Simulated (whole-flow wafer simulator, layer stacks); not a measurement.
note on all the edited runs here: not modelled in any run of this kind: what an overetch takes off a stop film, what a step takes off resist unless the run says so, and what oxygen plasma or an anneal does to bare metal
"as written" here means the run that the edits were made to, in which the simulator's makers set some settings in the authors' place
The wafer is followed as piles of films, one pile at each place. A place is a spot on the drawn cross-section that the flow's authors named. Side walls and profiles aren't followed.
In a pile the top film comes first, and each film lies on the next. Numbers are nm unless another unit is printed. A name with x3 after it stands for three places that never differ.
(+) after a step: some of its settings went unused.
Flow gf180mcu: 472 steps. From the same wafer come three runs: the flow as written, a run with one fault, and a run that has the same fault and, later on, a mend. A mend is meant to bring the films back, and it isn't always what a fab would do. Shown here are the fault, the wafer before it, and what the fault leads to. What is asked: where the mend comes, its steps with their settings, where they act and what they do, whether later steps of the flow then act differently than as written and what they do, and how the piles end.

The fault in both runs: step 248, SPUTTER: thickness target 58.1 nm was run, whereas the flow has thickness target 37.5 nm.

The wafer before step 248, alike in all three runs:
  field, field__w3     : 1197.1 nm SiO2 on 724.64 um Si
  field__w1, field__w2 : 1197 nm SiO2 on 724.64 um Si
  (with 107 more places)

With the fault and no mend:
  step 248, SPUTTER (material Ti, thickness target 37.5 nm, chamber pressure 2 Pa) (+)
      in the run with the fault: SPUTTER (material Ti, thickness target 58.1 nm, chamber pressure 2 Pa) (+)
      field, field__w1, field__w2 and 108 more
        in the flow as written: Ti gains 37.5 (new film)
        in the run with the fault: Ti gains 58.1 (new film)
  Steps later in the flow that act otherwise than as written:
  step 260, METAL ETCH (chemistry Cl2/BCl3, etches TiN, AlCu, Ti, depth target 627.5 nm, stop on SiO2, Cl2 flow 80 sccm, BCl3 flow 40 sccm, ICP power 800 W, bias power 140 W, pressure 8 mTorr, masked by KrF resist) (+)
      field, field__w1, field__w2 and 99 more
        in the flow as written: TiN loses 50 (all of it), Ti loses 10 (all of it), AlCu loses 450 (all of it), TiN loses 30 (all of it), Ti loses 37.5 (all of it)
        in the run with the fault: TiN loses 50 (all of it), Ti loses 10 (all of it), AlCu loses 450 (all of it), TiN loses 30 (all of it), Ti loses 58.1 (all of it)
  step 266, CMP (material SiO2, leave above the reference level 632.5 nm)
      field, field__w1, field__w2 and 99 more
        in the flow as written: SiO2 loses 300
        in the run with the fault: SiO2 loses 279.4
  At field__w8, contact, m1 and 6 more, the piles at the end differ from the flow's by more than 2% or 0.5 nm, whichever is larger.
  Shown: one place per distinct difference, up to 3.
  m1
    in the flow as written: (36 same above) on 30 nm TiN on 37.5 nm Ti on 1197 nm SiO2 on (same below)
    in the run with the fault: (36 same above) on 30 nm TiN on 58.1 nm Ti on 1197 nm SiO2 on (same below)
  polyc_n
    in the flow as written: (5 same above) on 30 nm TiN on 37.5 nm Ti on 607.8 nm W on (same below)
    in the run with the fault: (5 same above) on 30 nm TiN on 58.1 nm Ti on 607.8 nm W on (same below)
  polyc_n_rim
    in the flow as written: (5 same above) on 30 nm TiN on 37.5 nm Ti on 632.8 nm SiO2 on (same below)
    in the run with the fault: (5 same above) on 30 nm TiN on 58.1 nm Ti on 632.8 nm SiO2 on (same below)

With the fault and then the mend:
  The mend stands after step 259.
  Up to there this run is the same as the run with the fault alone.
  step 260, METAL ETCH (chemistry Cl2/BCl3, etches TiN, AlCu, Ti, depth target 648.1 nm, stop on SiO2, Cl2 flow 80 sccm, BCl3 flow 40 sccm, ICP power 800 W, bias power 140 W, pressure 8 mTorr, masked by KrF resist) (+) (the flow's step 260, as written with depth target 627.5 nm)
      field, field__w1, field__w2 and 99 more
        TiN loses 50 (all of it), Ti loses 10 (all of it), AlCu loses 450 (all of it), TiN loses 30 (all of it), Ti loses 58.1 (all of it)
      field__w8, contact, m1 and 6 more
        KrF resist loses 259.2
  Steps later in the flow that act otherwise than as written (1 more step, not shown, differs only slightly: by at most 2% or 0.5 nm, whichever is larger):
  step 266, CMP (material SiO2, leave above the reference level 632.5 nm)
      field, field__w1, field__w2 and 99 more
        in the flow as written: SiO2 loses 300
        in the run with the mend: SiO2 loses 279.4
  At field__w8, contact, m1 and 6 more, the piles at the end differ from the flow's by more than 2% or 0.5 nm, whichever is larger.
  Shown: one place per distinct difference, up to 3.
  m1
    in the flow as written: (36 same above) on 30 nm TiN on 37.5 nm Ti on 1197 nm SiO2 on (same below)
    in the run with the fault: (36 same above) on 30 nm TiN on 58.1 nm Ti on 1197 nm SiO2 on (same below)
    in the run with the mend: (36 same above) on 30 nm TiN on 58.1 nm Ti on 1197 nm SiO2 on (same below)
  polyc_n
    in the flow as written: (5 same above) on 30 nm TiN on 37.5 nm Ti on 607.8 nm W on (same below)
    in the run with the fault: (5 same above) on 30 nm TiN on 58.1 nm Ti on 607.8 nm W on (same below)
    in the run with the mend: (5 same above) on 30 nm TiN on 58.1 nm Ti on 607.8 nm W on (same below)
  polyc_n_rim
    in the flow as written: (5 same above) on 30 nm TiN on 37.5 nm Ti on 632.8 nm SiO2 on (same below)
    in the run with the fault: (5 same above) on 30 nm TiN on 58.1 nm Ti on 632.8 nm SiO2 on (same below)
    in the run with the mend: (5 same above) on 30 nm TiN on 58.1 nm Ti on 632.8 nm SiO2 on (same below)
